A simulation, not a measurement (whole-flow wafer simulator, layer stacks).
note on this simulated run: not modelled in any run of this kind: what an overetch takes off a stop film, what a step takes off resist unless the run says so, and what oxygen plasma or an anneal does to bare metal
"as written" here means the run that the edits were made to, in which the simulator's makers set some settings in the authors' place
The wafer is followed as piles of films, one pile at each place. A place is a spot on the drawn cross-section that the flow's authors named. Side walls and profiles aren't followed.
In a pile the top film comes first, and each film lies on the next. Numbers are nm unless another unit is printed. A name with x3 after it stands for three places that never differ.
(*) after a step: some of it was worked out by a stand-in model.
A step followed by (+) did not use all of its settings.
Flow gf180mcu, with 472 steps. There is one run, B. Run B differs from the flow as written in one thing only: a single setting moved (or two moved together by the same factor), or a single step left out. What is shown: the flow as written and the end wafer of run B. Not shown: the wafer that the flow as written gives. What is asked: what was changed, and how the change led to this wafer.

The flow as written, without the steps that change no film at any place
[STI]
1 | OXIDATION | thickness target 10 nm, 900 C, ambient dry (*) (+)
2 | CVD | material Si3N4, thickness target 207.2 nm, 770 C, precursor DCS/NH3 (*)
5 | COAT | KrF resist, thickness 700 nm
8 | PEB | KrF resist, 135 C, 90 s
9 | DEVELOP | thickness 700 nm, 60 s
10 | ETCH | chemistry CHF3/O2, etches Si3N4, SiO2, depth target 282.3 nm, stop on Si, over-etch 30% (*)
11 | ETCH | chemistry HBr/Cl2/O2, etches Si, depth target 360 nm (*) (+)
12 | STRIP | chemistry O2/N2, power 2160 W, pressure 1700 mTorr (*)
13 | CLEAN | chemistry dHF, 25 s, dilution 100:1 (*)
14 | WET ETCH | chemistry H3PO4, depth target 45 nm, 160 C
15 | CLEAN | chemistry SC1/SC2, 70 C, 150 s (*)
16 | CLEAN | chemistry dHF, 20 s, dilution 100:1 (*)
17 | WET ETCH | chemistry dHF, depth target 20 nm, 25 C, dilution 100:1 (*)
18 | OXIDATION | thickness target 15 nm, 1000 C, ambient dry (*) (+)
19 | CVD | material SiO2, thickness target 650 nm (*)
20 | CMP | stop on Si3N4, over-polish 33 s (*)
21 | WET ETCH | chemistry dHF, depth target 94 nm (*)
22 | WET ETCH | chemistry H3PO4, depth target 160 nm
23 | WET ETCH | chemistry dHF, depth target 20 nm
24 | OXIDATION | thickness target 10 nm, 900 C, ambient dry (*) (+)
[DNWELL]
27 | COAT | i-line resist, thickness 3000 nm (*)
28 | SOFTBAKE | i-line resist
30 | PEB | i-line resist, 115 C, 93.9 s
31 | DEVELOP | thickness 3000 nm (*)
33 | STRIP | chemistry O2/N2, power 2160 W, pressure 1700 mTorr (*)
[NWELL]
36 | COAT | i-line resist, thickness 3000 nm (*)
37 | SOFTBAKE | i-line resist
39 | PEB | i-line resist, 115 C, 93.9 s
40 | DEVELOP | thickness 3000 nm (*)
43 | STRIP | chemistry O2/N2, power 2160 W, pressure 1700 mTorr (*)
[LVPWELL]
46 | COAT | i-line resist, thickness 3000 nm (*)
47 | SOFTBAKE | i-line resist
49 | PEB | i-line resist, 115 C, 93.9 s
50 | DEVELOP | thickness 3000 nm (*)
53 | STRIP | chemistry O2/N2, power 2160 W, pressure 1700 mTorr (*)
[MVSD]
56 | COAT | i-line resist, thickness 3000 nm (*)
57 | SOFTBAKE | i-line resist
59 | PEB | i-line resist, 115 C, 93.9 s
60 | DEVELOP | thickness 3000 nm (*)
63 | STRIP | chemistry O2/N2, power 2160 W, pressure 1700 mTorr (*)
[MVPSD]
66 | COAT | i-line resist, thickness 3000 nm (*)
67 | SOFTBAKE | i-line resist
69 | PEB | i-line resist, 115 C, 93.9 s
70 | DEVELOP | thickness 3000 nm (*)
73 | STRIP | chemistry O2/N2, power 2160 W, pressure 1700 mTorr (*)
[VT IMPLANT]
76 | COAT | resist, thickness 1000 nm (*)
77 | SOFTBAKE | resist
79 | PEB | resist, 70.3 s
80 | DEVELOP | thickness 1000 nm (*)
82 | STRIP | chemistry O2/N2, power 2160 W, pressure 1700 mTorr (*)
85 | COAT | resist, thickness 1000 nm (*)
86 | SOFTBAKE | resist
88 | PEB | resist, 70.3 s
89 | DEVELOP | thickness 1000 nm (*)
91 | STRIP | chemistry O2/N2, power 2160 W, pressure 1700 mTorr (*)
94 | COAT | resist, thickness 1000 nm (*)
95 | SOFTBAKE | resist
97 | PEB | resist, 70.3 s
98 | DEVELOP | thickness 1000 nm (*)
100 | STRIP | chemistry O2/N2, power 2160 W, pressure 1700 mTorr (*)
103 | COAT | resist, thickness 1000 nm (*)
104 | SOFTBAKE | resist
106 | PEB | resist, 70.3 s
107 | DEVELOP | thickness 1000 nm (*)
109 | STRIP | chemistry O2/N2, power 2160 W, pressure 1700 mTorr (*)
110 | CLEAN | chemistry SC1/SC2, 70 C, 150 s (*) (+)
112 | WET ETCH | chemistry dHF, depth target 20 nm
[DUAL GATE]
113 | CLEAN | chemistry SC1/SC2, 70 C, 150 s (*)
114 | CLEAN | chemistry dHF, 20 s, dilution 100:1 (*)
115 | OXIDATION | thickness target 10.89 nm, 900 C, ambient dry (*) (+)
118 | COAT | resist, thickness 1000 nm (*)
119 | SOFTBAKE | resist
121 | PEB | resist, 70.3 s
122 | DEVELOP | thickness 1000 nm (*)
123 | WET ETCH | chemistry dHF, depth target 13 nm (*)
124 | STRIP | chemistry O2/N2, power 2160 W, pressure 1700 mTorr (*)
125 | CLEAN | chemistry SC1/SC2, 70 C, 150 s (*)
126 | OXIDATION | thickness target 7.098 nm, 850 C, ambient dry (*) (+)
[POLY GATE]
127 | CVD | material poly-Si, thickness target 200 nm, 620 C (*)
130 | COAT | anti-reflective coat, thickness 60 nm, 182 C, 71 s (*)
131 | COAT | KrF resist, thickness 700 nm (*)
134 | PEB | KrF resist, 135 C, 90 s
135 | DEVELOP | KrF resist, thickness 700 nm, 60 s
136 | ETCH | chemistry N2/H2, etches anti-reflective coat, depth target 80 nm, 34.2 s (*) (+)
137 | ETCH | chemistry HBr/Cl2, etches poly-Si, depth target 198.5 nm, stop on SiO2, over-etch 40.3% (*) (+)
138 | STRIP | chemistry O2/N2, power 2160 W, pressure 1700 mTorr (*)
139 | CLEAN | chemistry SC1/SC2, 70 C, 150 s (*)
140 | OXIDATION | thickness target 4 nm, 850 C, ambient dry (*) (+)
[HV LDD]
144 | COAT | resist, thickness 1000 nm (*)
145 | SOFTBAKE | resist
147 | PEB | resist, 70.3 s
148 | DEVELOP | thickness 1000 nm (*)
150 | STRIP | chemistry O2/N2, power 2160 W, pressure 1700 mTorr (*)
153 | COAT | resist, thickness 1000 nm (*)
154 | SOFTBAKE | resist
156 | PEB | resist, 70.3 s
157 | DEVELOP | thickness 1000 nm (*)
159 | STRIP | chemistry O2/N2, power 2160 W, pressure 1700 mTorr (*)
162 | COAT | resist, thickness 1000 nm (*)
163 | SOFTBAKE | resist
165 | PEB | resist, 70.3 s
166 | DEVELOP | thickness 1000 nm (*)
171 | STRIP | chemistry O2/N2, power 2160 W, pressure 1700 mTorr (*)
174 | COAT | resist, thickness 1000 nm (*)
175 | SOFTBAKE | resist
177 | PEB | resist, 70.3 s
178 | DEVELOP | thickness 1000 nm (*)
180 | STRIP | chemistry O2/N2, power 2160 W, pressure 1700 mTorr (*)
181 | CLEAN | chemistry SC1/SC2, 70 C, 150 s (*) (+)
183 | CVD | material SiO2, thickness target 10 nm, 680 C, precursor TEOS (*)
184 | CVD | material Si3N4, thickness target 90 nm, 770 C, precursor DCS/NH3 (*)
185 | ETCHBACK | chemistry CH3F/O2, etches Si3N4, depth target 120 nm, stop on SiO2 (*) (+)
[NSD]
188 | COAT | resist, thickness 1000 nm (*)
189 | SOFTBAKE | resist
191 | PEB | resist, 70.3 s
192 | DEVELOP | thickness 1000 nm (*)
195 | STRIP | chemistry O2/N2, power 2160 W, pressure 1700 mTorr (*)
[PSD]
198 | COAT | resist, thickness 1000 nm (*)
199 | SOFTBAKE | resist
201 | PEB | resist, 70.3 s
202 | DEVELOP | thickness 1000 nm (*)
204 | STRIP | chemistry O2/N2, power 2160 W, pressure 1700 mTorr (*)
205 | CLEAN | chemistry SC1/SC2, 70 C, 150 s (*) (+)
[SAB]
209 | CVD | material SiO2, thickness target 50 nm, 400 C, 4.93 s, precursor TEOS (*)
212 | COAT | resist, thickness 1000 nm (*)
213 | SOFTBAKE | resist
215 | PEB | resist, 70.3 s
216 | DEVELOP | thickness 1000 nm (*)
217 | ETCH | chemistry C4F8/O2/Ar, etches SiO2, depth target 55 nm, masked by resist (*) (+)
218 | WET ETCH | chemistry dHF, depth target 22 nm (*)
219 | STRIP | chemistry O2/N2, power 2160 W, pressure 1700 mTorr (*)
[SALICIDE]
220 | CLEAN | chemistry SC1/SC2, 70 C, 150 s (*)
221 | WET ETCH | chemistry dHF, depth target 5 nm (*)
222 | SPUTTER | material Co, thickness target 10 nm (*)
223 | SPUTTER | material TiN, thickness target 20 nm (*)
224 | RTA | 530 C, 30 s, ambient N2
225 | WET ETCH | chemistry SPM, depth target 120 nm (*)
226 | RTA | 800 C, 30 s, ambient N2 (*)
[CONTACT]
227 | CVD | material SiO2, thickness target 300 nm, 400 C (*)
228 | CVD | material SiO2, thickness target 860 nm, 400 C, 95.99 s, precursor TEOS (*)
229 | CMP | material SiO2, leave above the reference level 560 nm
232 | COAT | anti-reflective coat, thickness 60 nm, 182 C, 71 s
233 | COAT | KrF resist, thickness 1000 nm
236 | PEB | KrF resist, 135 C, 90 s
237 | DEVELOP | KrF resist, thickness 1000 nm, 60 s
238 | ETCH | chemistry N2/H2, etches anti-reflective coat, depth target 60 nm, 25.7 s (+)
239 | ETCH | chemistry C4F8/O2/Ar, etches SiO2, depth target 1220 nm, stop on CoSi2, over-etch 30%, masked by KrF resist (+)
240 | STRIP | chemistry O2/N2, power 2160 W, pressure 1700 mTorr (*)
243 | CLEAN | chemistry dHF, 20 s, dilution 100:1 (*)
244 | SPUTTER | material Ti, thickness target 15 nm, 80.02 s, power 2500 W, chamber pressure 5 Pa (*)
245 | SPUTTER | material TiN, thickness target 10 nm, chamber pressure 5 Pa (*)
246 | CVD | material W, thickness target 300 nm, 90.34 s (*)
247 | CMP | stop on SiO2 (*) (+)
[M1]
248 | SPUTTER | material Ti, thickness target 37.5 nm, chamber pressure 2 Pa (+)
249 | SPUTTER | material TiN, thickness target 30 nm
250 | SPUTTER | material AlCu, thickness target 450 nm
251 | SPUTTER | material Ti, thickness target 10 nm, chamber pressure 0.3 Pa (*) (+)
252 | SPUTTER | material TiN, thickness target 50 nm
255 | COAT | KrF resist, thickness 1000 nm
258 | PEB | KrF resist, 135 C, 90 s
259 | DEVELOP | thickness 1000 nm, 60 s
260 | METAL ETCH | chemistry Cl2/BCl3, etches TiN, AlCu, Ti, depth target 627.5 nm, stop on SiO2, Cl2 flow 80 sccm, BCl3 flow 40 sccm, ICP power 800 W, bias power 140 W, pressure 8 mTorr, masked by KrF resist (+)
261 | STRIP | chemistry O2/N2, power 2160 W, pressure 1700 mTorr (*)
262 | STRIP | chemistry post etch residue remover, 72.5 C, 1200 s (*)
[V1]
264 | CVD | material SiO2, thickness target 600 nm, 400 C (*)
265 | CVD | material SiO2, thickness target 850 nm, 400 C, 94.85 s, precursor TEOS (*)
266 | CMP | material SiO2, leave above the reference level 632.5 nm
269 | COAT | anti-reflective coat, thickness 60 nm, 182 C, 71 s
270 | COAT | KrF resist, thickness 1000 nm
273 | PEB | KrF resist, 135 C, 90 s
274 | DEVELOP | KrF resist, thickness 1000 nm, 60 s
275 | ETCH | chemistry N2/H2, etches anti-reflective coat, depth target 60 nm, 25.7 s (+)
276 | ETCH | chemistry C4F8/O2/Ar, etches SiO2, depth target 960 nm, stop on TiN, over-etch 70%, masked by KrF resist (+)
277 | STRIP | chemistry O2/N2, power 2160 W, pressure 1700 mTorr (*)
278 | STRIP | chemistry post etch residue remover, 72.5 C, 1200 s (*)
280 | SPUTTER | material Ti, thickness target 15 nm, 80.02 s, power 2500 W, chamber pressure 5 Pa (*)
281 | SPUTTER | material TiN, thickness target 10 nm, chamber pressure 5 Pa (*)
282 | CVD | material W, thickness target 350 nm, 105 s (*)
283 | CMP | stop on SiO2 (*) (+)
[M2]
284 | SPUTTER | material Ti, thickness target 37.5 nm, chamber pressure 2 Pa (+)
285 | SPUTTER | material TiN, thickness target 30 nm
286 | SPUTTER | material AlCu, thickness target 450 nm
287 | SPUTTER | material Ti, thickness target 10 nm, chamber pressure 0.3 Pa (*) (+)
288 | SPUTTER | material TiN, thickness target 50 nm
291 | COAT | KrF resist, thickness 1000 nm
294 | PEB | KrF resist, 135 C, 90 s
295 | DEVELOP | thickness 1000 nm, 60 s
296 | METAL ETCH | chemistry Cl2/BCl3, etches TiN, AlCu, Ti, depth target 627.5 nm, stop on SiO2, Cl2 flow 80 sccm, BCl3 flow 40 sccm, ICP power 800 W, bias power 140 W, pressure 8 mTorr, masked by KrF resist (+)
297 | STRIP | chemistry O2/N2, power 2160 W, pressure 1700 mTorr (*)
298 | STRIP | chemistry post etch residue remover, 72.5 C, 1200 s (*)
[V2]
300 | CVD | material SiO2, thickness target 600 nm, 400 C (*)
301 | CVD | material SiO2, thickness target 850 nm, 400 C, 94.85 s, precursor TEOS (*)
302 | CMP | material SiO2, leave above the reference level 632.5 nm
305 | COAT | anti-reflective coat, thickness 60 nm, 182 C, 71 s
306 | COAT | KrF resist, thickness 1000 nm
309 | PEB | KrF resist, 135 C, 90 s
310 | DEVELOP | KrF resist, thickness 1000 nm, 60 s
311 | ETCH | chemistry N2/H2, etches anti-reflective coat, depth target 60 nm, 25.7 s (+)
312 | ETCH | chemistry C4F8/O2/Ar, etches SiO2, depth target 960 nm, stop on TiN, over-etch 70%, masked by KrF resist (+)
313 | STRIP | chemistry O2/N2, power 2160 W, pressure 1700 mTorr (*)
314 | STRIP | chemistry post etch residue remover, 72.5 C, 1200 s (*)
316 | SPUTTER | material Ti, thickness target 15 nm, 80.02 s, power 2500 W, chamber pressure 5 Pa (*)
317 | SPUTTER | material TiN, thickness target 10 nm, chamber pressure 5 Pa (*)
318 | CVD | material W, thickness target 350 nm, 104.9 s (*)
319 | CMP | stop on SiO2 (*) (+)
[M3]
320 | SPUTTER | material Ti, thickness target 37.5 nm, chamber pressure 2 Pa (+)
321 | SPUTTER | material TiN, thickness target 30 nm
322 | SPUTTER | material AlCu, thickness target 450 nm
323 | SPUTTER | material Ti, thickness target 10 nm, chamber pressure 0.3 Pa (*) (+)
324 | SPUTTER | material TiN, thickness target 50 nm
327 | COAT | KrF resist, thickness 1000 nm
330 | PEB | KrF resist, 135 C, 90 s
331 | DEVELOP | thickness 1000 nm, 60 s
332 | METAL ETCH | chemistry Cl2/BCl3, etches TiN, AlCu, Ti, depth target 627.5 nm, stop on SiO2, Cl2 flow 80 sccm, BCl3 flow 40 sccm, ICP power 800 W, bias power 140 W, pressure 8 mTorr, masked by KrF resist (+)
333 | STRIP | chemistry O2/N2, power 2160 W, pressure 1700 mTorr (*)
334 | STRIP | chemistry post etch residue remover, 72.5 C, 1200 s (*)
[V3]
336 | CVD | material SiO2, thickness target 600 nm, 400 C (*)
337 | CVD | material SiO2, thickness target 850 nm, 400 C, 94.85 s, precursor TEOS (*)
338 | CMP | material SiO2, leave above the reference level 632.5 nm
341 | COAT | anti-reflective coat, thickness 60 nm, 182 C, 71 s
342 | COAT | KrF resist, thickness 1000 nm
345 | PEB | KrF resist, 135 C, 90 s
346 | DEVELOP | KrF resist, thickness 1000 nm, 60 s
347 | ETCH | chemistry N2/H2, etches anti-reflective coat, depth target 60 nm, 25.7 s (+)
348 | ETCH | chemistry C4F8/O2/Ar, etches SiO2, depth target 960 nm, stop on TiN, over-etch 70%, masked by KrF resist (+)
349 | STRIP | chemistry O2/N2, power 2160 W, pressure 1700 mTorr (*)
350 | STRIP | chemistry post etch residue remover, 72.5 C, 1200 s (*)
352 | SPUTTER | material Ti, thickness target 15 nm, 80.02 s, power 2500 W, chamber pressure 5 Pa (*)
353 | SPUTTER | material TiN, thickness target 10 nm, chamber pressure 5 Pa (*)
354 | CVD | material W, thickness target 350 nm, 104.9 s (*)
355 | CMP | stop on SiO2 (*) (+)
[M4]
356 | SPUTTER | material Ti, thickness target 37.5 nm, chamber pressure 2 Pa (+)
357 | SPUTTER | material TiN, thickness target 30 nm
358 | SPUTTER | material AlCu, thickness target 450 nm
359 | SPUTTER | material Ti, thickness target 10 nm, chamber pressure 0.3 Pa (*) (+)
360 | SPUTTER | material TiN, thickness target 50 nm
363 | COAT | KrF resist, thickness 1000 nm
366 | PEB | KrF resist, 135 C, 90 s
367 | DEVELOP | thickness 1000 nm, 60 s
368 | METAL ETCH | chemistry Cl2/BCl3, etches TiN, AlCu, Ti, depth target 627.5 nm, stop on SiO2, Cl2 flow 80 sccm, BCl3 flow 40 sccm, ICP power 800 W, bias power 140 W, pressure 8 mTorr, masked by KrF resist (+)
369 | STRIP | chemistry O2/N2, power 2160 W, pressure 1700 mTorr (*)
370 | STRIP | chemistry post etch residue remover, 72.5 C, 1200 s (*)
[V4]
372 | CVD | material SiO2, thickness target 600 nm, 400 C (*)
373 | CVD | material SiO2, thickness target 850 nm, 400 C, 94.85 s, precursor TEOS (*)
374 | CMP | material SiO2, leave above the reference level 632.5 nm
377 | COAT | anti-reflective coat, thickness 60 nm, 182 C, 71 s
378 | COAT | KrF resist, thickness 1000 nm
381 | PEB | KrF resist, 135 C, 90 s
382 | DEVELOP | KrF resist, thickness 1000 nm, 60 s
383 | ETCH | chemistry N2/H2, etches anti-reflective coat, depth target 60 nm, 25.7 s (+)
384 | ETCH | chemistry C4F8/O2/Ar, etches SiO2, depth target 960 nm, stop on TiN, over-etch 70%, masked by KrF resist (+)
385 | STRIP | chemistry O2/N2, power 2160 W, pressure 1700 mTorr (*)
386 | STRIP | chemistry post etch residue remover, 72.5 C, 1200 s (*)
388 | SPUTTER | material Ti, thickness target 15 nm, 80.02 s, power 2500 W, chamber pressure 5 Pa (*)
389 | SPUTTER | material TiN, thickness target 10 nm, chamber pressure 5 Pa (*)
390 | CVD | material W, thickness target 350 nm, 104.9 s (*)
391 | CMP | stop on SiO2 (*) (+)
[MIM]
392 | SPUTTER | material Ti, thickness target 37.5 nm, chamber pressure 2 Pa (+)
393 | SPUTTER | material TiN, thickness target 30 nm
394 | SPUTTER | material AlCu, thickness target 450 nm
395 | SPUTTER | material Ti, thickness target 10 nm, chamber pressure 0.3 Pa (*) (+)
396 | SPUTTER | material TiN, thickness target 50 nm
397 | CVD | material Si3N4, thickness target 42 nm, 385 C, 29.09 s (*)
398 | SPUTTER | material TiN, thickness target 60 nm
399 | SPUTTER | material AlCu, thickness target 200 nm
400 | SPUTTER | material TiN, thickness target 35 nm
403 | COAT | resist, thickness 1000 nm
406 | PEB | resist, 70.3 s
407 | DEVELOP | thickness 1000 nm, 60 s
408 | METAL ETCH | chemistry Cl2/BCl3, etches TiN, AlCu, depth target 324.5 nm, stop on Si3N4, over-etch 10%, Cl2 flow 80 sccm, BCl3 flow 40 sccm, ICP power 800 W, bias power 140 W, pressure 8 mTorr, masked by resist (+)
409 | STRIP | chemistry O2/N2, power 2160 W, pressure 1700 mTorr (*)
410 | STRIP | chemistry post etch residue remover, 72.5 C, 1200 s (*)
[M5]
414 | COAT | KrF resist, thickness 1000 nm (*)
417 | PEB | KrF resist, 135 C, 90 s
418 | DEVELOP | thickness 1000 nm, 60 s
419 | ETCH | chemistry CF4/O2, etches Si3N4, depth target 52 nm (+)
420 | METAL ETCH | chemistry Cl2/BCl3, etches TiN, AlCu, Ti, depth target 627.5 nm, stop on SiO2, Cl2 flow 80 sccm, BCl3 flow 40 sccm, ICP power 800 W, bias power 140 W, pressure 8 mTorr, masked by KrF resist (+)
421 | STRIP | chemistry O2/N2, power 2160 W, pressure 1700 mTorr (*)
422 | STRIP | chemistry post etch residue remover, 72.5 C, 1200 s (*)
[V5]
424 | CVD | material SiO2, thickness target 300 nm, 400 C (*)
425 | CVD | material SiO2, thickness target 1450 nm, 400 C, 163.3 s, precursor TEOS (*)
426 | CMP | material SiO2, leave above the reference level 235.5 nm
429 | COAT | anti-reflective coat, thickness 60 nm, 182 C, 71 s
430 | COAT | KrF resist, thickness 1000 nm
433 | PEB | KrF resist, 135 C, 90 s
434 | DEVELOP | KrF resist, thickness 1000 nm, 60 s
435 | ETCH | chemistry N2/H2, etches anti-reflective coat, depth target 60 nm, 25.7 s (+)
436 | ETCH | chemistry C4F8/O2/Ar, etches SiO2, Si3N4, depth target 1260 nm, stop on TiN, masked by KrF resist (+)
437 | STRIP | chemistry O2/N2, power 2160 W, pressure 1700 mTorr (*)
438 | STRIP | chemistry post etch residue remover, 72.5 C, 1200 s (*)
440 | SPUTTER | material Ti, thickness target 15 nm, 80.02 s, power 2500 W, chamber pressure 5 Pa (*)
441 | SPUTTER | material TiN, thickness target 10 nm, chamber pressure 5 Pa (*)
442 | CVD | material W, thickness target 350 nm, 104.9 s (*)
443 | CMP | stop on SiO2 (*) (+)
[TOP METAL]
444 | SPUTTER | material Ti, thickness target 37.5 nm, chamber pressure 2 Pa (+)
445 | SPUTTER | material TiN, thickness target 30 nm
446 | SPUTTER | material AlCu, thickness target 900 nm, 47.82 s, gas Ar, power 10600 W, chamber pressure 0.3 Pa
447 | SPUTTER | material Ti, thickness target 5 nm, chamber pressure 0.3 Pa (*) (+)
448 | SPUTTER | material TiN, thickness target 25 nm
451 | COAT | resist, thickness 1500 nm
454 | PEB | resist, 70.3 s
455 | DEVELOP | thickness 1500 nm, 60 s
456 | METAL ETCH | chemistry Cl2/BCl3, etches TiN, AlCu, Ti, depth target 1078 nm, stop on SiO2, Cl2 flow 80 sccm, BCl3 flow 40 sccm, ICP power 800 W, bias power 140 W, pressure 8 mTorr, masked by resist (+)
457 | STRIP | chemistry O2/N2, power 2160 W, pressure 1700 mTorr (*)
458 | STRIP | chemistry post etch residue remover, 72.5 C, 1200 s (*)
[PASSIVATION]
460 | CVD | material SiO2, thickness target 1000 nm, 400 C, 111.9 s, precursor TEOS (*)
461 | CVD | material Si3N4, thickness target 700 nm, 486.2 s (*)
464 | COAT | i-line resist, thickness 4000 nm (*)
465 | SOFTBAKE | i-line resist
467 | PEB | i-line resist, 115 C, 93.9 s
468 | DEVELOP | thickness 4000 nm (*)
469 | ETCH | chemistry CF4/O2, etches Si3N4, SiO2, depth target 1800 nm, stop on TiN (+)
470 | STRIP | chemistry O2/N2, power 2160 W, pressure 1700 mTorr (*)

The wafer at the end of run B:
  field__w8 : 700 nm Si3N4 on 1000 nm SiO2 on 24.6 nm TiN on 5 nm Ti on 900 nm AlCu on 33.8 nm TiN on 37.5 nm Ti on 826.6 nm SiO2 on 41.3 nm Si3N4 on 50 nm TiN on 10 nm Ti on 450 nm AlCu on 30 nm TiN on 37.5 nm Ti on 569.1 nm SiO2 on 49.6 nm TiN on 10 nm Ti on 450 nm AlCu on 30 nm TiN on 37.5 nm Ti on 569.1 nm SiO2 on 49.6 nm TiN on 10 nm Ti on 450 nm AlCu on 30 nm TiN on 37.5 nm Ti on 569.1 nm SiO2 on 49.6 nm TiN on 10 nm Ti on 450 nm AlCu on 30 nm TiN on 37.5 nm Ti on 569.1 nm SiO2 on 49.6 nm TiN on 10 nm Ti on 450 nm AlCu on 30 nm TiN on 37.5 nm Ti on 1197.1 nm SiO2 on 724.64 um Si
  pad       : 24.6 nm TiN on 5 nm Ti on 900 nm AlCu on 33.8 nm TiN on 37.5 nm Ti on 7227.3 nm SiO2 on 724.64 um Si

Cause: step 445, SPUTTER: thickness target 33.8 nm was run, though the flow has thickness target 30 nm.
The wafer lets one read it off: field__w8 has TiN 33.8, and step 445 as written asks for 30 nm.

Step by step, how the change led to this:
  445 | SPUTTER | material TiN, thickness target 30 nm
      field, field__w1, field__w2 and 109 more: TiN gains 33.8 (new film) (in the flow as written it would be: TiN gains 30 (new film))
  456 | METAL ETCH | chemistry Cl2/BCl3, etches TiN, AlCu, Ti, depth target 1078 nm, stop on SiO2, Cl2 flow 80 sccm, BCl3 flow 40 sccm, ICP power 800 W, bias power 140 W, pressure 8 mTorr, masked by resist (+)
      field, field__w1, field__w2 and 103 more: TiN loses 25 (all of it), Ti loses 5 (all of it), AlCu loses 900 (all of it), TiN loses 33.8 (all of it), Ti loses 37.5 (all of it) (in the flow as written it would be: TiN loses 25 (all of it), Ti loses 5 (all of it), AlCu loses 900 (all of it), TiN loses 30 (all of it), Ti loses 37.5 (all of it))
  465 | SOFTBAKE | i-line resist
      gate: i-line resist loses 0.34 (in the flow as written it would be: i-line resist gains 1.79)
      ld_acc_p, ld_fp_p, ld_drift_p: i-line resist gains 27 (in the flow as written it would be: i-line resist gains 33.8)
      (as well as at 57 more places)
